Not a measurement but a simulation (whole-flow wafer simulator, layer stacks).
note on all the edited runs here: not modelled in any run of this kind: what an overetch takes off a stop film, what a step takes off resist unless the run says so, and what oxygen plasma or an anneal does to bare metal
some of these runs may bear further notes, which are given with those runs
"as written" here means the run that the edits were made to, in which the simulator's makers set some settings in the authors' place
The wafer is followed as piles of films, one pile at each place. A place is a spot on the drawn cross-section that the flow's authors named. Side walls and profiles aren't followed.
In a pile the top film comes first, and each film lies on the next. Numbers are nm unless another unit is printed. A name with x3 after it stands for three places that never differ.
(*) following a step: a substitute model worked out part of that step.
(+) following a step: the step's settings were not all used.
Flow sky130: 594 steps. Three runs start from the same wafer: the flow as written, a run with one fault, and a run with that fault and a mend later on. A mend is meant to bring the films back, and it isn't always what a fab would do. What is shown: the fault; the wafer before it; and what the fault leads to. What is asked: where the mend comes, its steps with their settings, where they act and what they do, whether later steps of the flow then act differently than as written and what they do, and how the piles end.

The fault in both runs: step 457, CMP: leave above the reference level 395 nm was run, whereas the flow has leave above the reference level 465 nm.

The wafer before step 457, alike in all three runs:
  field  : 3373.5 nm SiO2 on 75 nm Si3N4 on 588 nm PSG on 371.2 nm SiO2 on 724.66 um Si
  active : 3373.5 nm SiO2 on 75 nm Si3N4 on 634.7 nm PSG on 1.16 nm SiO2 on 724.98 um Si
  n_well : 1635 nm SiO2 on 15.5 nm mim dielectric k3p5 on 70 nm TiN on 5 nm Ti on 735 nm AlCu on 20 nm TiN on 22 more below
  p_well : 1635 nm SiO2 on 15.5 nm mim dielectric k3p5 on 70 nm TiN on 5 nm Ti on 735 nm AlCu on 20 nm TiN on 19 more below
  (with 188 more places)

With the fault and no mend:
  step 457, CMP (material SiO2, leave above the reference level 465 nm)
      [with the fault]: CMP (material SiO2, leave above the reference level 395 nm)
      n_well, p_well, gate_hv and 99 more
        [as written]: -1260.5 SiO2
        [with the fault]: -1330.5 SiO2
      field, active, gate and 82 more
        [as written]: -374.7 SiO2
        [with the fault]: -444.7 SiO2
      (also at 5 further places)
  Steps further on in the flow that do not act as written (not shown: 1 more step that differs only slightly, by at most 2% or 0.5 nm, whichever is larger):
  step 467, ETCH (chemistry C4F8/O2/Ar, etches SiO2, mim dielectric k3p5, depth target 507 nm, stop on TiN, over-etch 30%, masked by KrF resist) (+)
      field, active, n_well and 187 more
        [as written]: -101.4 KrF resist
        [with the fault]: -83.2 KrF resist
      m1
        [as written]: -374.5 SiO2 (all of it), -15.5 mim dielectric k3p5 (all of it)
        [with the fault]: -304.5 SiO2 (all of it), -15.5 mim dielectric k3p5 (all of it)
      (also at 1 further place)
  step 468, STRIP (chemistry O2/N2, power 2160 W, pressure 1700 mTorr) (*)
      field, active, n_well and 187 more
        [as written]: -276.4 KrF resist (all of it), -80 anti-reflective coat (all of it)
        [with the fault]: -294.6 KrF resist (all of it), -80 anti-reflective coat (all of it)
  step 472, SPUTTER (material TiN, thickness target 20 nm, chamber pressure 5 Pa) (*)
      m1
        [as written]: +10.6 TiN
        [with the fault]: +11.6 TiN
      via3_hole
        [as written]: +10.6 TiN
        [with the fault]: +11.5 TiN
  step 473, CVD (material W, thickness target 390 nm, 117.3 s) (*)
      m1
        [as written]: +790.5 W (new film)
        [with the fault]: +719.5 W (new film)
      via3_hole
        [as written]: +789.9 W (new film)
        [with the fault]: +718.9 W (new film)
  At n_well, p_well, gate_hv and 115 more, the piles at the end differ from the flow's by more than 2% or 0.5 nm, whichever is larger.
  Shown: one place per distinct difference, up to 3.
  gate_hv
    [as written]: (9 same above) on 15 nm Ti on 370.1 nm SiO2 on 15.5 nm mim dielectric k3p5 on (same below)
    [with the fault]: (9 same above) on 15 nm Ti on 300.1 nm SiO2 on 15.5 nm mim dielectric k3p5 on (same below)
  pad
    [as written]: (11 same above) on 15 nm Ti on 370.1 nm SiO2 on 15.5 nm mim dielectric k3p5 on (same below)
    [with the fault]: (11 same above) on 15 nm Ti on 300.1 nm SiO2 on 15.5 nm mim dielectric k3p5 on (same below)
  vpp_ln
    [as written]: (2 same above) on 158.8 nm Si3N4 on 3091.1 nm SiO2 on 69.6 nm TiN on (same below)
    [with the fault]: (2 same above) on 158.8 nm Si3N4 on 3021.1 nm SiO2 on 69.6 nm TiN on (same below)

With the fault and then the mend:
  After step 457 comes the mend.
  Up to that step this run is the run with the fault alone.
  step 457a, HDPCVD (thickness target 70 nm) (*) (the flow's step 456 again, with other settings)
      field, active, n_well and 189 more
        +70 SiO2
  Later steps of the flow that are run all act as written at every place that is followed, up to a difference of at most 2% or 0.5 nm, whichever is larger.
  The piles end the same as the flow's at every place that both follow.
